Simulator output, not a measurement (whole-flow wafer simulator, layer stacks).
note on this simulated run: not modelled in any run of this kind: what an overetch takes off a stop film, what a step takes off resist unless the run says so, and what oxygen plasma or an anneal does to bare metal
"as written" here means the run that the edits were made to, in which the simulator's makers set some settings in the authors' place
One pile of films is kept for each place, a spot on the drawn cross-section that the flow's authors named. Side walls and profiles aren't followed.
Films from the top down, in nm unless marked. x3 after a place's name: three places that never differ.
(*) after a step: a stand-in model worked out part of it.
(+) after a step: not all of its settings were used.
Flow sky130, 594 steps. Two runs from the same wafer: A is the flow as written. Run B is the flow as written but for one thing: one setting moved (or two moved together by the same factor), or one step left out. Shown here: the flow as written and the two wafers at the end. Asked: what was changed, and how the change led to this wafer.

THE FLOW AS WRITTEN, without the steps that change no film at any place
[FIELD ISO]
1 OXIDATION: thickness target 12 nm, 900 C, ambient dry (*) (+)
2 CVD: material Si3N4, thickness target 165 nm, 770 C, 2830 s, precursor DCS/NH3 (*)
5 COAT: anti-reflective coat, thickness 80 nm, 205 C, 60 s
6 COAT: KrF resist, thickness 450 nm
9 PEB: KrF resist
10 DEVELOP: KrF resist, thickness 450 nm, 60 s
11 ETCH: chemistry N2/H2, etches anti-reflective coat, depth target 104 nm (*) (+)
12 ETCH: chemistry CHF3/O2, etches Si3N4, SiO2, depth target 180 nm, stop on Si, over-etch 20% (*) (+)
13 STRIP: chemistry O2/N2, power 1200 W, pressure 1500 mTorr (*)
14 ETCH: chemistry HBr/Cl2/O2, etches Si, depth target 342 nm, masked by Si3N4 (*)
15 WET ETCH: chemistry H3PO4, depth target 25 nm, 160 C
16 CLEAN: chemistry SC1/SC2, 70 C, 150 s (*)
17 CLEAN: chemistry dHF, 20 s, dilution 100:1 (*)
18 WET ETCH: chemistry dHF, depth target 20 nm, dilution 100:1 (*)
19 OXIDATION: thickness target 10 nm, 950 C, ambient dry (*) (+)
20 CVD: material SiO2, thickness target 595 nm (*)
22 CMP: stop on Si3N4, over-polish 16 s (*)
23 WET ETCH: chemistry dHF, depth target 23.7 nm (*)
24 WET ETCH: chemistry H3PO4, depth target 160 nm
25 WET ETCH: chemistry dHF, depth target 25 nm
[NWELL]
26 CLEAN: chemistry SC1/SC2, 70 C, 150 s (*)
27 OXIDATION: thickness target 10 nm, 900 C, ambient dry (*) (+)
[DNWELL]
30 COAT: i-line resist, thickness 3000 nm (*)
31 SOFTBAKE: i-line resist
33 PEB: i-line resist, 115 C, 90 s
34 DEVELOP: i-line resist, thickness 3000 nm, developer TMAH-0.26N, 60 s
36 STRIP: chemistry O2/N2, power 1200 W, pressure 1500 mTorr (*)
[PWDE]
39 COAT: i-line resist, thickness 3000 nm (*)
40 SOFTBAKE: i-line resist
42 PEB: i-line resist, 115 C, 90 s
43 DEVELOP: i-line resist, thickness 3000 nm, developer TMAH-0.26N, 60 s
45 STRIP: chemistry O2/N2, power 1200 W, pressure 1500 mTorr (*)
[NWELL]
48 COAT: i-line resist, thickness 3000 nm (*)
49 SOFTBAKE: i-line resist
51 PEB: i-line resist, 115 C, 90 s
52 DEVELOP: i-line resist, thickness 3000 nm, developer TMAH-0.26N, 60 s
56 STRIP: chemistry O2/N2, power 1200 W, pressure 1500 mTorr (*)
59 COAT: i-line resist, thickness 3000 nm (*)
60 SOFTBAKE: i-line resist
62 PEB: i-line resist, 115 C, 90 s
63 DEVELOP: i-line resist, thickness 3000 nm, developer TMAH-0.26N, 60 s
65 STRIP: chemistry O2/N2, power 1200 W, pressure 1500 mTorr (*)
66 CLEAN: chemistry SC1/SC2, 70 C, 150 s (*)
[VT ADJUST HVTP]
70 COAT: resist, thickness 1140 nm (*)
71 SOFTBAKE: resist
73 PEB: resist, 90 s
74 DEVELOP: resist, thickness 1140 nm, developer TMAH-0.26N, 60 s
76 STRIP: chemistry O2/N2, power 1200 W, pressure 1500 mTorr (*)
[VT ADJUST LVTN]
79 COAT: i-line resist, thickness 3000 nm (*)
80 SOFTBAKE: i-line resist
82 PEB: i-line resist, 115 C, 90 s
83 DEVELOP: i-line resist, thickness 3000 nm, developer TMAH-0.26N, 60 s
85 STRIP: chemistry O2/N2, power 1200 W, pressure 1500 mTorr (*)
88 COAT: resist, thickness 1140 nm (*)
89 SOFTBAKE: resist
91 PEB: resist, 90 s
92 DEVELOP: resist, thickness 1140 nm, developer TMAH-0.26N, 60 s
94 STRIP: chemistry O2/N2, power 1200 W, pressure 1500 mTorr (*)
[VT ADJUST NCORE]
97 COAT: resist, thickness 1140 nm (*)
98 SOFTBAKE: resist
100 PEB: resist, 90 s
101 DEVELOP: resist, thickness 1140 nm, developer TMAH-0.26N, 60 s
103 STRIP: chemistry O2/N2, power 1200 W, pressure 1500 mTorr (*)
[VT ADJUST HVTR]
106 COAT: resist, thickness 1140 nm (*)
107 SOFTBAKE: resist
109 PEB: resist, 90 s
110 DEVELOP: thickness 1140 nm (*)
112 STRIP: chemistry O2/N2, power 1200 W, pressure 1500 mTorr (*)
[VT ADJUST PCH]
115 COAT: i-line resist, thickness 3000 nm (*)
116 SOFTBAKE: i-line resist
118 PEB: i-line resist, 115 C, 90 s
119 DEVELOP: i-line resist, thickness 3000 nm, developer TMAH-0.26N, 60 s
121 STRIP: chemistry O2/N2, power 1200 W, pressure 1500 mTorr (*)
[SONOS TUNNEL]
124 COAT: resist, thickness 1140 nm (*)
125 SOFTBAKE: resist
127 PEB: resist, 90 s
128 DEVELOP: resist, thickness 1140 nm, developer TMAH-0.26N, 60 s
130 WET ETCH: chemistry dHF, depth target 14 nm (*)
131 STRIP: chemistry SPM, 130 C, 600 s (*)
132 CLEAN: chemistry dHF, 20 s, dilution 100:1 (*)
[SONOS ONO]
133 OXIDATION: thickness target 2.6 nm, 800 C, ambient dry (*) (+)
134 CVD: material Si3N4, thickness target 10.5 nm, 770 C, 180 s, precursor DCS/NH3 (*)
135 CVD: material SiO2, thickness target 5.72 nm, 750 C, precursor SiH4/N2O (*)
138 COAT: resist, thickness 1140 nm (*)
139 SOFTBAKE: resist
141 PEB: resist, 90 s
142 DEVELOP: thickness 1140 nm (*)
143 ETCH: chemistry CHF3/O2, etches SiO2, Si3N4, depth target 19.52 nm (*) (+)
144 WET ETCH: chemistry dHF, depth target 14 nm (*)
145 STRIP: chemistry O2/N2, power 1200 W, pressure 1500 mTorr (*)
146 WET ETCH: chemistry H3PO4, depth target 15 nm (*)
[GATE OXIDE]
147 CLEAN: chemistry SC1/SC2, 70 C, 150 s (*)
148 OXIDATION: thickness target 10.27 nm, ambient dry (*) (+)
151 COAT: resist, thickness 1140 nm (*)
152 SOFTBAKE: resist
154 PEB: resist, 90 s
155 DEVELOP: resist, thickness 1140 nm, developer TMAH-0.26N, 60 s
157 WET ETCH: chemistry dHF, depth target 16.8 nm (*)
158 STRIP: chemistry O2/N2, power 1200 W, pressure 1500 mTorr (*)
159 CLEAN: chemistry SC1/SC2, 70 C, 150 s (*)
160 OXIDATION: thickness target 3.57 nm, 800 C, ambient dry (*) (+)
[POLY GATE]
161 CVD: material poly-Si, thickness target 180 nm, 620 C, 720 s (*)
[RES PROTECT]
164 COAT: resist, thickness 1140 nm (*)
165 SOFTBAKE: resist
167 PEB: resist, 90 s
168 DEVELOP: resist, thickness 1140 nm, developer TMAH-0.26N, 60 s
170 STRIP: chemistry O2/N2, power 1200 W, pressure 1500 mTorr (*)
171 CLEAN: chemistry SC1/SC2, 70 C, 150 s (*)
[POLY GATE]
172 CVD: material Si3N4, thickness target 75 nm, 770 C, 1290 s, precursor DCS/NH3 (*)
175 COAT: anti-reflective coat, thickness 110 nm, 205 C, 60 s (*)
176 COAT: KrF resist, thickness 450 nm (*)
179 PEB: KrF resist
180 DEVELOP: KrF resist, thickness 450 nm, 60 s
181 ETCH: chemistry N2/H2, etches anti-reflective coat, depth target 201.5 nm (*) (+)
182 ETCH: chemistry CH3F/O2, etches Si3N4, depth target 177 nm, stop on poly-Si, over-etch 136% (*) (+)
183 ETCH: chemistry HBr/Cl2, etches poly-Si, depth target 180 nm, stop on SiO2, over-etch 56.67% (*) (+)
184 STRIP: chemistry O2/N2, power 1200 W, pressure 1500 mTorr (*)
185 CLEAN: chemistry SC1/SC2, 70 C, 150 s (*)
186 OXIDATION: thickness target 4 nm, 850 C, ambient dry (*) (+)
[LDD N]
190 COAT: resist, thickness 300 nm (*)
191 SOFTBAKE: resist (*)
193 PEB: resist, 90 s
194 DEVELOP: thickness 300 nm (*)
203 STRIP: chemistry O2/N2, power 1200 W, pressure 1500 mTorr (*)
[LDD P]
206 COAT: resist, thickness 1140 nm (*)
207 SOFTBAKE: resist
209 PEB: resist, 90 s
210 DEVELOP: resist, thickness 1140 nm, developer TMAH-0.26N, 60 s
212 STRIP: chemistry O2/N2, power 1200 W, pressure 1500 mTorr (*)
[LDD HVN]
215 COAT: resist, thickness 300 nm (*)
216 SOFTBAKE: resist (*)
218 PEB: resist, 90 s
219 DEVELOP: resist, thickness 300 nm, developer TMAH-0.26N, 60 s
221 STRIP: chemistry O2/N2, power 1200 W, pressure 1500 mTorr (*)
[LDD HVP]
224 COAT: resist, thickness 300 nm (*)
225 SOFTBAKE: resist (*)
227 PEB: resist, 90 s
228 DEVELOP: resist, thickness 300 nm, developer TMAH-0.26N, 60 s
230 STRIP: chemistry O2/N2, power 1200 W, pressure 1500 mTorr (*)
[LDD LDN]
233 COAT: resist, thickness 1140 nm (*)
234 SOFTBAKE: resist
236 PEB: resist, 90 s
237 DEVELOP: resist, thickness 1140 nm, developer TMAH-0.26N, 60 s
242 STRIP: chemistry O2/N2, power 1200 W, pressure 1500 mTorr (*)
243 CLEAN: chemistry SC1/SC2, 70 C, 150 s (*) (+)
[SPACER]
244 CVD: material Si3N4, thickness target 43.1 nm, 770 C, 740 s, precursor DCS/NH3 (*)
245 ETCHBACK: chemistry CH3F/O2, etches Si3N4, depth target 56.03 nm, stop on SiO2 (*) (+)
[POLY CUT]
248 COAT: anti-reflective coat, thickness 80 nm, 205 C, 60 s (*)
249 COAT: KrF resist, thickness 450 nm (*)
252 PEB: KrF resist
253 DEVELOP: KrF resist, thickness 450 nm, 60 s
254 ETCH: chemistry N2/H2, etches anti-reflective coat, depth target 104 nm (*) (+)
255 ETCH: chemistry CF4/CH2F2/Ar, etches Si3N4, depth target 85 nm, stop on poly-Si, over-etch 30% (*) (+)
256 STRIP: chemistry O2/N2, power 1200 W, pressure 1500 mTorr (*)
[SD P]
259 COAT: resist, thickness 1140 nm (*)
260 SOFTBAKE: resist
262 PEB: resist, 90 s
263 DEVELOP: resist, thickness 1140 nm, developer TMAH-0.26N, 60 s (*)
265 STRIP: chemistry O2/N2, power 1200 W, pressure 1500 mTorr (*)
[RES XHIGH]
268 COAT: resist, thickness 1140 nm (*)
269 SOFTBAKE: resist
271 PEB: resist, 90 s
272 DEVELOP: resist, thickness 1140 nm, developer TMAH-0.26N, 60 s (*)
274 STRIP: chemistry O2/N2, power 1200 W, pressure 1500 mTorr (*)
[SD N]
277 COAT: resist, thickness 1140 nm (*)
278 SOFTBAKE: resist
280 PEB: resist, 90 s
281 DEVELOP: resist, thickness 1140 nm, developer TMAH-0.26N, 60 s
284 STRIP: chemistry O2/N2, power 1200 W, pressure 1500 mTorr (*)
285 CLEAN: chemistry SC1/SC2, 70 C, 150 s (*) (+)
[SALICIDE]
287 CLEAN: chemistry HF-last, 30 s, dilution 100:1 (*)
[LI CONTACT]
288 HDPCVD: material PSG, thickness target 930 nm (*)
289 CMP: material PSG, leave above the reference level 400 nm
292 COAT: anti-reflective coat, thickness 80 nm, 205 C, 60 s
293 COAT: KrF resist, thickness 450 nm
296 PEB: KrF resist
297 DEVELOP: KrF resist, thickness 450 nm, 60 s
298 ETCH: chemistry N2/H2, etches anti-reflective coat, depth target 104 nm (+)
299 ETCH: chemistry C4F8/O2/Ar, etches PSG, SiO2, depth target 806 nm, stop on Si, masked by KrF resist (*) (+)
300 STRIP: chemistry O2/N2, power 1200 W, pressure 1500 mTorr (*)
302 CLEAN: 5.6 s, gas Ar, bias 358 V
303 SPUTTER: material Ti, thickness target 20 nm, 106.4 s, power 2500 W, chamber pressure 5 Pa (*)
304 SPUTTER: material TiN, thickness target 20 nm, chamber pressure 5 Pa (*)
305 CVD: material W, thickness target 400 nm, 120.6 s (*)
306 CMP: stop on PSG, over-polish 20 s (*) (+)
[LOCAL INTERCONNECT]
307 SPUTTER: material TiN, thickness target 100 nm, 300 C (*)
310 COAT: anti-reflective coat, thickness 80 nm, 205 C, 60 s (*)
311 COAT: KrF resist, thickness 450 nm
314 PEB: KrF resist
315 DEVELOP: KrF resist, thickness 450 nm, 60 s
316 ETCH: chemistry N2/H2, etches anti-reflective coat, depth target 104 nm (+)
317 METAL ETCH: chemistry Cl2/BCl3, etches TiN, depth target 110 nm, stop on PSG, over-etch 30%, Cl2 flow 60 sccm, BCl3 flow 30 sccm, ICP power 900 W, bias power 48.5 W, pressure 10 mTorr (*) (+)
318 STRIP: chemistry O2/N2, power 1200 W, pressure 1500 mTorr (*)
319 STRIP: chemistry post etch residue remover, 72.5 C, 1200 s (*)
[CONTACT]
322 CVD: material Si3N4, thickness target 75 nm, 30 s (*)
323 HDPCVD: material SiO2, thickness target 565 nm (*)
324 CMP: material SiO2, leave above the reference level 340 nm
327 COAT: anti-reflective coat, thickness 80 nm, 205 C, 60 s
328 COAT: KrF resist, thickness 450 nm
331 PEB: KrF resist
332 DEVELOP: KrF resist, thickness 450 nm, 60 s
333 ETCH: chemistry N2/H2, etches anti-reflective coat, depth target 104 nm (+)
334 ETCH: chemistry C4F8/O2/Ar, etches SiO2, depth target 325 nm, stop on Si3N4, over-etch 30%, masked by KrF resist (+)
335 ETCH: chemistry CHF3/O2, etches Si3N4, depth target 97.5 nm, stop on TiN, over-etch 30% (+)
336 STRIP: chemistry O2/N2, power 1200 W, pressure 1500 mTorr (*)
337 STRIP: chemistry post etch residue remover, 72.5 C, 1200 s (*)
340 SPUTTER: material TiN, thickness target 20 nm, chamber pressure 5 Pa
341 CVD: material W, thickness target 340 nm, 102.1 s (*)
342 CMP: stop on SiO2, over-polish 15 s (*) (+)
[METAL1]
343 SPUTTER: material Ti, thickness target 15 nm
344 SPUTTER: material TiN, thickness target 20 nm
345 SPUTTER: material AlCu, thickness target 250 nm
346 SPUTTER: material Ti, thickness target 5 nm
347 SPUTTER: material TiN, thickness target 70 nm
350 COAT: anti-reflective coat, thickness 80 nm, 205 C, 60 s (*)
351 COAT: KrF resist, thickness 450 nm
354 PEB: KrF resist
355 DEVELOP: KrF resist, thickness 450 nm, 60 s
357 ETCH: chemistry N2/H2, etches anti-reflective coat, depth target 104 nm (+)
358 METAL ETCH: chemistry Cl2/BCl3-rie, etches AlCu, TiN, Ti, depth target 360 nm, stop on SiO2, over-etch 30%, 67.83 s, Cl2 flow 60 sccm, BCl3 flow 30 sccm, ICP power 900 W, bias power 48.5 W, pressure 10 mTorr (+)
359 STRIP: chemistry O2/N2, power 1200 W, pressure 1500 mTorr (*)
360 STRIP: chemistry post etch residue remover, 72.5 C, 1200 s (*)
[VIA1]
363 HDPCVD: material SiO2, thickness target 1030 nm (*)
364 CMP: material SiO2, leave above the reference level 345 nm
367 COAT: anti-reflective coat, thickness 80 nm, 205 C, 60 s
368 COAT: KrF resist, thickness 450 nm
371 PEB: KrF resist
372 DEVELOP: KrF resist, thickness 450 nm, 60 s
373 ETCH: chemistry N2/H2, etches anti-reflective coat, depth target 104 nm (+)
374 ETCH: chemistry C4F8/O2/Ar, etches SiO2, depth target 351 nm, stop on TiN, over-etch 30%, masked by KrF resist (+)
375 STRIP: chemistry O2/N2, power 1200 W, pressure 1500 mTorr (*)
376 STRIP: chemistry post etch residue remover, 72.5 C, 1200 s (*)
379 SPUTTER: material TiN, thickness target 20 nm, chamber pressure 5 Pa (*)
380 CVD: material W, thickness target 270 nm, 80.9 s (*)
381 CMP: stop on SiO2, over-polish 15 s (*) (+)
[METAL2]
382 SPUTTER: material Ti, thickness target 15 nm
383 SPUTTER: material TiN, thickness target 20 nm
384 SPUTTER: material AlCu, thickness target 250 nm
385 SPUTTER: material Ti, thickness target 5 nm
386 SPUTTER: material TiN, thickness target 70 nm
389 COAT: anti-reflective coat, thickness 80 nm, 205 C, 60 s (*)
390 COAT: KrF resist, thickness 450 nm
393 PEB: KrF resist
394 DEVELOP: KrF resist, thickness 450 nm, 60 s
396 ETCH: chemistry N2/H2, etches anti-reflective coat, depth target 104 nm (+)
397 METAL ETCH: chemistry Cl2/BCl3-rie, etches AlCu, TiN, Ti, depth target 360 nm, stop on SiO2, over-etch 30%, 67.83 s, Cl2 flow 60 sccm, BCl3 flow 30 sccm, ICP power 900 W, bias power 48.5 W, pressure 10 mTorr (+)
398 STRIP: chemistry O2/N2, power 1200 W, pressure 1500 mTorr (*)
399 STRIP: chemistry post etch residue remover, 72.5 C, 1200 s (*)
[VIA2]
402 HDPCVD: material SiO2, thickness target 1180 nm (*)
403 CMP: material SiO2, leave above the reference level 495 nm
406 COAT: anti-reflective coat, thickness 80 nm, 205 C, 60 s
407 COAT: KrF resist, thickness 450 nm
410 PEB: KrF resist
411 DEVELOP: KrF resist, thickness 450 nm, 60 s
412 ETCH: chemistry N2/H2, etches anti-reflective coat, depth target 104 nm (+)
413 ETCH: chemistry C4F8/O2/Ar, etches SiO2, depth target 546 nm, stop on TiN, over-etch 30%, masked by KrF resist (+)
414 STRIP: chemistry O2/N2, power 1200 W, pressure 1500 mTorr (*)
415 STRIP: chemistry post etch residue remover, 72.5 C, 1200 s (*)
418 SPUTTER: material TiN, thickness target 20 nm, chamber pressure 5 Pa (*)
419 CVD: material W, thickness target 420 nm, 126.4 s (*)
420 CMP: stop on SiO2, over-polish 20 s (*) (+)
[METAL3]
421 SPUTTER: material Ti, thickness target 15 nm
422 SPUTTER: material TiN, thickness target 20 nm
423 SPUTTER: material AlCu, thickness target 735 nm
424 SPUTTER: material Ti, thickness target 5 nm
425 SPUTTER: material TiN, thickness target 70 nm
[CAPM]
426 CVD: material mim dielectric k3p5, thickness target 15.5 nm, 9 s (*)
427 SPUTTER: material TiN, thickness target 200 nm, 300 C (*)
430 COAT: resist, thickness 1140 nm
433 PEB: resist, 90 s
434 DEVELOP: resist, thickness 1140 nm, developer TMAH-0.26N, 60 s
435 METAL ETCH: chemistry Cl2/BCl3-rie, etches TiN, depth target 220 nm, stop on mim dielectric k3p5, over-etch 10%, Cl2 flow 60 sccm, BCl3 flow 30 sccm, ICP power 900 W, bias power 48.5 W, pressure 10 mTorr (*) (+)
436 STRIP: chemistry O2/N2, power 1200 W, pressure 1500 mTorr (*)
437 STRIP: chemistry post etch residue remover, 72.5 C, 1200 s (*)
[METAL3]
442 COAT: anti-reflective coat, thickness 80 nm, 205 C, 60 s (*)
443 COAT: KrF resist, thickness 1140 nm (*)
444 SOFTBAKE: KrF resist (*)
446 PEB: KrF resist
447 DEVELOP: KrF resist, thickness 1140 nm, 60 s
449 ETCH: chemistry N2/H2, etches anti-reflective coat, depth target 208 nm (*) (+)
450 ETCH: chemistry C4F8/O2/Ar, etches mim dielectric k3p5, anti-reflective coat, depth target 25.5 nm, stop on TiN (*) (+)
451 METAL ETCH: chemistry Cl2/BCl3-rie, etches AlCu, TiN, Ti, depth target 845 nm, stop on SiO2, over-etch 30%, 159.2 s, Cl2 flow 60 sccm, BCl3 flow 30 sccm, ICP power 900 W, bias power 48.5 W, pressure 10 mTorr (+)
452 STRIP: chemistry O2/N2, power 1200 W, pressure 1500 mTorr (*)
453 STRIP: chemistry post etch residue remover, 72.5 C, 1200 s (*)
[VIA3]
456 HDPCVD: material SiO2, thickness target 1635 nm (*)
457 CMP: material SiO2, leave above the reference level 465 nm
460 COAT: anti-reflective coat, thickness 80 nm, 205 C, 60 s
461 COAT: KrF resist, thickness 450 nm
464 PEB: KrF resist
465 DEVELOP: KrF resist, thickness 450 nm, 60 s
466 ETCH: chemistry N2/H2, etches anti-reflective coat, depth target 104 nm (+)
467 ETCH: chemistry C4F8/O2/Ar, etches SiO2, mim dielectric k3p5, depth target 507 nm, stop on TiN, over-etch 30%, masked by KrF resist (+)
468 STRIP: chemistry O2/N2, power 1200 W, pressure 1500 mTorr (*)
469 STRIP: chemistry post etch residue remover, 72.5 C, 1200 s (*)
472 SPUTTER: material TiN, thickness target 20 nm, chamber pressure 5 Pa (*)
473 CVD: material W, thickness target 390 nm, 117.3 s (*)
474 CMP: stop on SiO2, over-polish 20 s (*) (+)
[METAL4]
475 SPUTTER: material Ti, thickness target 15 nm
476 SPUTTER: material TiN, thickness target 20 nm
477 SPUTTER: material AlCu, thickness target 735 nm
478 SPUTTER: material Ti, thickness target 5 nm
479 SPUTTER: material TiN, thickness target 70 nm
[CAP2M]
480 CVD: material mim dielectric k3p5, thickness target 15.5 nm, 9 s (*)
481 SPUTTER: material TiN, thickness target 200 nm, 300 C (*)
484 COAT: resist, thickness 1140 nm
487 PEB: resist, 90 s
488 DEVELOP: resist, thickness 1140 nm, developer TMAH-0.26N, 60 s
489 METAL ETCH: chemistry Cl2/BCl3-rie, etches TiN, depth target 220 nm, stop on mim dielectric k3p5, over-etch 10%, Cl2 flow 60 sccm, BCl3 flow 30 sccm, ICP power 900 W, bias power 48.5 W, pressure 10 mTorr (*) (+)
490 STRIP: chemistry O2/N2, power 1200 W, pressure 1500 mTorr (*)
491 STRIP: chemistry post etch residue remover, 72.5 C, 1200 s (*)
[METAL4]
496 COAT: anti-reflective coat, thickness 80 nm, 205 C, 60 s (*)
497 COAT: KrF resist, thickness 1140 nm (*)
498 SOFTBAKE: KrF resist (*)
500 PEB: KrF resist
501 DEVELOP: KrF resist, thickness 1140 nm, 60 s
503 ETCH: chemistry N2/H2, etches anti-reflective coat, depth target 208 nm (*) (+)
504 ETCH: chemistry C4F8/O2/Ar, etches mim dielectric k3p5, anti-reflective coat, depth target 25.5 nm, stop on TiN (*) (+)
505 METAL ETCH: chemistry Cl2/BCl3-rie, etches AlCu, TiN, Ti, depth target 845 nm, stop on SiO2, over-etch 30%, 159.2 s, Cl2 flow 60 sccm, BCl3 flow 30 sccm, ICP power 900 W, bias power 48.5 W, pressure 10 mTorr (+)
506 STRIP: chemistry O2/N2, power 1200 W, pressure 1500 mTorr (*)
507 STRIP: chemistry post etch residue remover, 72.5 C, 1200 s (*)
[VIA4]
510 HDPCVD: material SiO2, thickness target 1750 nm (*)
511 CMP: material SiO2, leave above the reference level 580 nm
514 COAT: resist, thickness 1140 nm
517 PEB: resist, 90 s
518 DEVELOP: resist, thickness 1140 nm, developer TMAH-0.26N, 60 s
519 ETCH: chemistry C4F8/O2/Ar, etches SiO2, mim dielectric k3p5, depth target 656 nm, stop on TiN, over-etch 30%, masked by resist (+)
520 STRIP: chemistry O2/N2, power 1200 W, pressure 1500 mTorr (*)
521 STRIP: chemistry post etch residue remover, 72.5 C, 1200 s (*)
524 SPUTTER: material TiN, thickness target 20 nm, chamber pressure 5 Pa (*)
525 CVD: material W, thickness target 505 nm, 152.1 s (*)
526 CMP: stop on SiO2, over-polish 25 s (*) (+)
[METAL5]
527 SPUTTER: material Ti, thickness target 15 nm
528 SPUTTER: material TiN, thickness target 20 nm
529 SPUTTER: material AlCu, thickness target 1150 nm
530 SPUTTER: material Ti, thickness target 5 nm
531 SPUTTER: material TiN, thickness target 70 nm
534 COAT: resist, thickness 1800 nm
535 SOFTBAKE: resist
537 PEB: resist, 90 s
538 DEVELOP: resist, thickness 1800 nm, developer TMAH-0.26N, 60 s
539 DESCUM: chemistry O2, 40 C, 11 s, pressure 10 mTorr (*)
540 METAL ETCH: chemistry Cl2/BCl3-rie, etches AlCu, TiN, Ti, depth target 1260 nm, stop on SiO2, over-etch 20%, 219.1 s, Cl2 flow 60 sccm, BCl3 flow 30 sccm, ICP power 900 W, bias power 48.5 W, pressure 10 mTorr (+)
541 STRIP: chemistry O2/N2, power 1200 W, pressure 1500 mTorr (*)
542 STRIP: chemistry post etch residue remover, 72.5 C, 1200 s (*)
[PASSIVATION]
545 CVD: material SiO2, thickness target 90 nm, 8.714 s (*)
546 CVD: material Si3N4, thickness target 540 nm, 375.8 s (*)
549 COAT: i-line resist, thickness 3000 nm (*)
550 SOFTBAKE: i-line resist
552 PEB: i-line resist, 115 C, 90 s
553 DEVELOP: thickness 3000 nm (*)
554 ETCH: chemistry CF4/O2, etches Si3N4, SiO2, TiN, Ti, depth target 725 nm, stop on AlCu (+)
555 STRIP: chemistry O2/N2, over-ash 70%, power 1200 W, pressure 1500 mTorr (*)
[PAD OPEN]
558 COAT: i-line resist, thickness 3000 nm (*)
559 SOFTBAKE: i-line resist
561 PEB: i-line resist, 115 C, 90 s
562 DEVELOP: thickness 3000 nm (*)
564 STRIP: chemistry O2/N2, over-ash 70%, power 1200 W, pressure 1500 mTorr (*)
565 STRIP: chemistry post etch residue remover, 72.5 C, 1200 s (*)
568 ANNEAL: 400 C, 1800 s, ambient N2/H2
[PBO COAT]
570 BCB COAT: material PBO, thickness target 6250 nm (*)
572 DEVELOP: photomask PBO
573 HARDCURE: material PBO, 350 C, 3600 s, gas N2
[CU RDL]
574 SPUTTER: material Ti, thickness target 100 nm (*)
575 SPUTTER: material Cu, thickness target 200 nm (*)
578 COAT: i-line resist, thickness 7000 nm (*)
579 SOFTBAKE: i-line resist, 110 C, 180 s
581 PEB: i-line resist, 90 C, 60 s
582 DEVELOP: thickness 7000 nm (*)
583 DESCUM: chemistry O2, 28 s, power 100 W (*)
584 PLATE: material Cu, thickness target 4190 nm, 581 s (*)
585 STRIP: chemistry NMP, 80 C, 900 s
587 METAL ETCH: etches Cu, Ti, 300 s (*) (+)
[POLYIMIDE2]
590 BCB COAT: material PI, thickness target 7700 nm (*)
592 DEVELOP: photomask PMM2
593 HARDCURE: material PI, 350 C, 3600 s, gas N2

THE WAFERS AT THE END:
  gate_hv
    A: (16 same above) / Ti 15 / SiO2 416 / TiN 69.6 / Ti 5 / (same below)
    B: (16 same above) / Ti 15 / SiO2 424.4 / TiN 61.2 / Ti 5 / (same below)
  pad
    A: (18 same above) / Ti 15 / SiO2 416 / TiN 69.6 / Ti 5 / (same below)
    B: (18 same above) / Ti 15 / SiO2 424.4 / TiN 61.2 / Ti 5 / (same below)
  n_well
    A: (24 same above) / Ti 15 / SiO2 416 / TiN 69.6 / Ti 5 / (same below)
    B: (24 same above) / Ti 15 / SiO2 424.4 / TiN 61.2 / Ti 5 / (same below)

The cause: step 386, SPUTTER: thickness target 61.6 nm was run, where the flow has thickness target 70 nm.

How the change led to this, step by step:
  386 SPUTTER: material TiN, thickness target 70 nm
      field, active, n_well and 188 more: A TiN +70 (new film) | B TiN +61.6 (new film)
  397 METAL ETCH: chemistry Cl2/BCl3-rie, etches AlCu, TiN, Ti, depth target 360 nm, stop on SiO2, over-etch 30%, 67.83 s, Cl2 flow 60 sccm, BCl3 flow 30 sccm, ICP power 900 W, bias power 48.5 W, pressure 10 mTorr (+)
      field, active, gate and 82 more: A TiN -68.7 (all of it), Ti -5 (all of it), AlCu -250 (all of it), TiN -20 (all of it), Ti -15 (all of it), SiO2 -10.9 | B TiN -60.3 (all of it), Ti -5 (all of it), AlCu -250 (all of it), TiN -20 (all of it), Ti -15 (all of it), SiO2 -11.8
